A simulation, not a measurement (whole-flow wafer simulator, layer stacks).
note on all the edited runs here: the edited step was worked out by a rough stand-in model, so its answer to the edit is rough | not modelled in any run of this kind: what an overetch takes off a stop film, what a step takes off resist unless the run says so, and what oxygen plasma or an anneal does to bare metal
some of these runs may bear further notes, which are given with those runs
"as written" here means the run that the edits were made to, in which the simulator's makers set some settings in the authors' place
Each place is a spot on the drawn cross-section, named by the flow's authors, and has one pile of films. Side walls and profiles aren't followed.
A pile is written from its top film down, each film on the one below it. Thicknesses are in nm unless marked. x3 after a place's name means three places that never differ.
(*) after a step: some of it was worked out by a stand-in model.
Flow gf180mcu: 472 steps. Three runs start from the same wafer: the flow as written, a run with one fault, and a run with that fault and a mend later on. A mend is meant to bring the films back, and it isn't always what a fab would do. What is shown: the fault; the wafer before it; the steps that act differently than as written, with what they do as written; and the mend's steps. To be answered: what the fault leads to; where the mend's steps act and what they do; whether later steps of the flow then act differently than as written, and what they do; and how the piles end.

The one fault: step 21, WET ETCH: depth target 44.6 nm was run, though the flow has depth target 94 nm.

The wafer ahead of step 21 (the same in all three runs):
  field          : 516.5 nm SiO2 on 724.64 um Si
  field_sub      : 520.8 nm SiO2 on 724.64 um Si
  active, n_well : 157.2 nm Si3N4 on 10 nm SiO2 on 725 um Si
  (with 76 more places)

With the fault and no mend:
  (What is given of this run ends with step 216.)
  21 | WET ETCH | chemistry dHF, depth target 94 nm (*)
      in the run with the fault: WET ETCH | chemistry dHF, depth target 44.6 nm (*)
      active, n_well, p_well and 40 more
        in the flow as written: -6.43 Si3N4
        in the run with the fault: -3.09 Si3N4
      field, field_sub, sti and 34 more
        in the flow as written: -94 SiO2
        in the run with the fault: -44.6 SiO2
  Steps further on in the flow that do not act as written (not shown: 29 more steps that differ only slightly, by at most 2% or 0.5 nm, whichever is larger):
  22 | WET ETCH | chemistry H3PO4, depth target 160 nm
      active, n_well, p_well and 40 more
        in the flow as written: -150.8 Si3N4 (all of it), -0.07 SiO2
        in the run with the fault: -154.1 Si3N4 (all of it), -0.05 SiO2
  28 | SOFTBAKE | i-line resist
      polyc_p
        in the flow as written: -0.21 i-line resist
        in the run with the fault: +0.43 i-line resist
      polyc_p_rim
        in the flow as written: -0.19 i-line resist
        in the run with the fault: +0.48 i-line resist
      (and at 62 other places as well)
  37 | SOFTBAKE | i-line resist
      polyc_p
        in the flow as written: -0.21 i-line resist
        in the run with the fault: +0.43 i-line resist
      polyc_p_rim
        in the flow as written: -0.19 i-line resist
        in the run with the fault: +0.48 i-line resist
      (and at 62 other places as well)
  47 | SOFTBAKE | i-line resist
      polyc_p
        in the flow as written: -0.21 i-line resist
        in the run with the fault: +0.43 i-line resist
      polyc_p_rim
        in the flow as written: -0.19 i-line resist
        in the run with the fault: +0.48 i-line resist
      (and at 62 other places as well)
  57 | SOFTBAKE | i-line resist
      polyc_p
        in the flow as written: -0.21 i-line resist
        in the run with the fault: +0.43 i-line resist
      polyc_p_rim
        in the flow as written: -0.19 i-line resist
        in the run with the fault: +0.48 i-line resist
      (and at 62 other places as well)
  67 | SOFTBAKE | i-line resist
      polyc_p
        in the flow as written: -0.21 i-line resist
        in the run with the fault: +0.43 i-line resist
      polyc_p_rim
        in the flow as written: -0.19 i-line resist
        in the run with the fault: +0.48 i-line resist
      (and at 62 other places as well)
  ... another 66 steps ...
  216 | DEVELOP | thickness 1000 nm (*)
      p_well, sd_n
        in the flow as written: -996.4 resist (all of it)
        in the run with the fault: -1042.3 resist (all of it)
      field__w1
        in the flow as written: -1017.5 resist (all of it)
        in the run with the fault: -996 resist (all of it)
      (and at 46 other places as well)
  After step 216, at field, field__w1, field__w2 and 73 more, the piles differ from the flow's by more than 2% or 0.5 nm, whichever is larger.
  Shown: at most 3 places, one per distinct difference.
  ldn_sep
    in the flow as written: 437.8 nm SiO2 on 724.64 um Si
    in the run with the fault: 486.9 nm SiO2 on 724.64 um Si
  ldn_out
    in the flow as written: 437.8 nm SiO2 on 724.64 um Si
    in the run with the fault: 487 nm SiO2 on 724.64 um Si
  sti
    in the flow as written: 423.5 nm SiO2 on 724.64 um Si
    in the run with the fault: 472.7 nm SiO2 on 724.64 um Si

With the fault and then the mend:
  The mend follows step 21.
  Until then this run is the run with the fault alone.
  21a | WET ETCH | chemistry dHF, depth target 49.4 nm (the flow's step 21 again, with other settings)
      field, field_sub, sti and 34 more
        -49.4 SiO2
  Steps further on in the flow that do not act as written (not shown: 7 more steps that differ only slightly, by at most 2% or 0.5 nm, whichever is larger):
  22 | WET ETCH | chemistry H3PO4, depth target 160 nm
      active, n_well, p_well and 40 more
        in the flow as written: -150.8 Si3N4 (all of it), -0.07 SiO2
        in the run with the mend: -154.1 Si3N4 (all of it), -0.05 SiO2
  At every place that both follow, the piles at the end match the flow's.
